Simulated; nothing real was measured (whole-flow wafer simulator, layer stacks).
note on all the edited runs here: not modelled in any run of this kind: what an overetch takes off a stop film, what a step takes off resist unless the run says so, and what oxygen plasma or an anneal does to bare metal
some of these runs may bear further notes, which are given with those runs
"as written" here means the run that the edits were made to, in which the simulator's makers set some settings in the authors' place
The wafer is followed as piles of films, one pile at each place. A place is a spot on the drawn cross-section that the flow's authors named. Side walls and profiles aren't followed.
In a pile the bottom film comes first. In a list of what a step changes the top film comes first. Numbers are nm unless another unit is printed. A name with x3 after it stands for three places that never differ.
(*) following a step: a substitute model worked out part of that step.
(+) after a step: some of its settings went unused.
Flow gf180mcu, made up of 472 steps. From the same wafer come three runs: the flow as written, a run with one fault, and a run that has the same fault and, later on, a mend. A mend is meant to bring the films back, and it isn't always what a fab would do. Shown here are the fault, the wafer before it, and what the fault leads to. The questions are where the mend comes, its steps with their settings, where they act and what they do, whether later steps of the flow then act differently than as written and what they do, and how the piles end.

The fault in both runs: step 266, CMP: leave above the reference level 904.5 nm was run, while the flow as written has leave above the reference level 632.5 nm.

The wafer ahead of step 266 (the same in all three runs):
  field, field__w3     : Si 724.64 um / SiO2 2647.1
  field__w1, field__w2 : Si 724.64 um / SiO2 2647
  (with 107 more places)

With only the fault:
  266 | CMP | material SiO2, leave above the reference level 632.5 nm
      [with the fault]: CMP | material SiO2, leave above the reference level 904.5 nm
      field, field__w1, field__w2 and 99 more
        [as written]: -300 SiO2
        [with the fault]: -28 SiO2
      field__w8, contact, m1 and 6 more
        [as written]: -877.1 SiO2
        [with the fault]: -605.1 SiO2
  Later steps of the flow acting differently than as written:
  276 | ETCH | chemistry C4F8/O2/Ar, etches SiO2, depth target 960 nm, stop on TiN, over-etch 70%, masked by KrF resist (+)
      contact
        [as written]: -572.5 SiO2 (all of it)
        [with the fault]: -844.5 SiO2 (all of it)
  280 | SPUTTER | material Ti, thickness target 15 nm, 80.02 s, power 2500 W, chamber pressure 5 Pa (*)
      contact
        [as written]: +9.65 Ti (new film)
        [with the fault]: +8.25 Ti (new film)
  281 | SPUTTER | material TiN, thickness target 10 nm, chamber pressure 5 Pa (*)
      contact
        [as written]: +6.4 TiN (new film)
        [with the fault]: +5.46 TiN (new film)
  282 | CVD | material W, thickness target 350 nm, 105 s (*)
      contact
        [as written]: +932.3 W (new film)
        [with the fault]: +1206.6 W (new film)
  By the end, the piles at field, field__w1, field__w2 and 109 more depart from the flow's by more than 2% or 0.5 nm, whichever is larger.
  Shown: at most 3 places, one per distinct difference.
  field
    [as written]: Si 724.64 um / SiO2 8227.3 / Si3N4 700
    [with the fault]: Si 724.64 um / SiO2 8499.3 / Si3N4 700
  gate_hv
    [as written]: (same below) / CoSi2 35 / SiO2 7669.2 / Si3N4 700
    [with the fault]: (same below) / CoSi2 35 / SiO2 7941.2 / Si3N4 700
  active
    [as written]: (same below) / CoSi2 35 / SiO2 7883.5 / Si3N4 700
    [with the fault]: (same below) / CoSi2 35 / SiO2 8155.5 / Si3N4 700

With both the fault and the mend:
  The mend stands after step 274.
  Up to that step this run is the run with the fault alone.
  274a | STRIP | chemistry O2/N2, power 2160 W, pressure 1700 mTorr (*)
      field, field__w1, field__w2 and 107 more
        -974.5 KrF resist (all of it), -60 anti-reflective coat (all of it)
      contact
        -60 anti-reflective coat (all of it)
  274b | CMP | material SiO2, leave above the reference level 632.5 nm (the flow's step 266 again)
      field, field__w1, field__w2 and 108 more
        -272 SiO2
  274c | HMDS | 120 C, 60 s (the flow's step 268 again)
      does not change any film at any place that is followed
  274d | COAT | anti-reflective coat, thickness 60 nm, 182 C, 71 s (the flow's step 269 again)
      field, field__w1, field__w2 and 108 more
        +60 anti-reflective coat (new film)
  274e | COAT | KrF resist, thickness 1000 nm (the flow's step 270 again)
      field, field__w1, field__w2 and 108 more
        +1000 KrF resist (new film)
  274f | SOFTBAKE | KrF resist (the flow's step 271 again)
      does not change any film at any place that is followed
  274g | EXPOSE | photomask Via1 (the flow's step 272 again)
      does not change any film at any place that is followed
  274h | PEB | KrF resist, 135 C, 90 s (the flow's step 273 again)
      field, field__w1, field__w2 and 108 more
        -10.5 KrF resist
  274i | DEVELOP | KrF resist, thickness 1000 nm, 60 s (the flow's step 274 again)
      field, field__w1, field__w2 and 107 more
        -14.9 KrF resist
      contact
        -989.5 KrF resist (all of it)
  Later steps of the flow that are run all act as written at every place that is followed.
  By the end, the piles equal the flow's at every place that both follow.
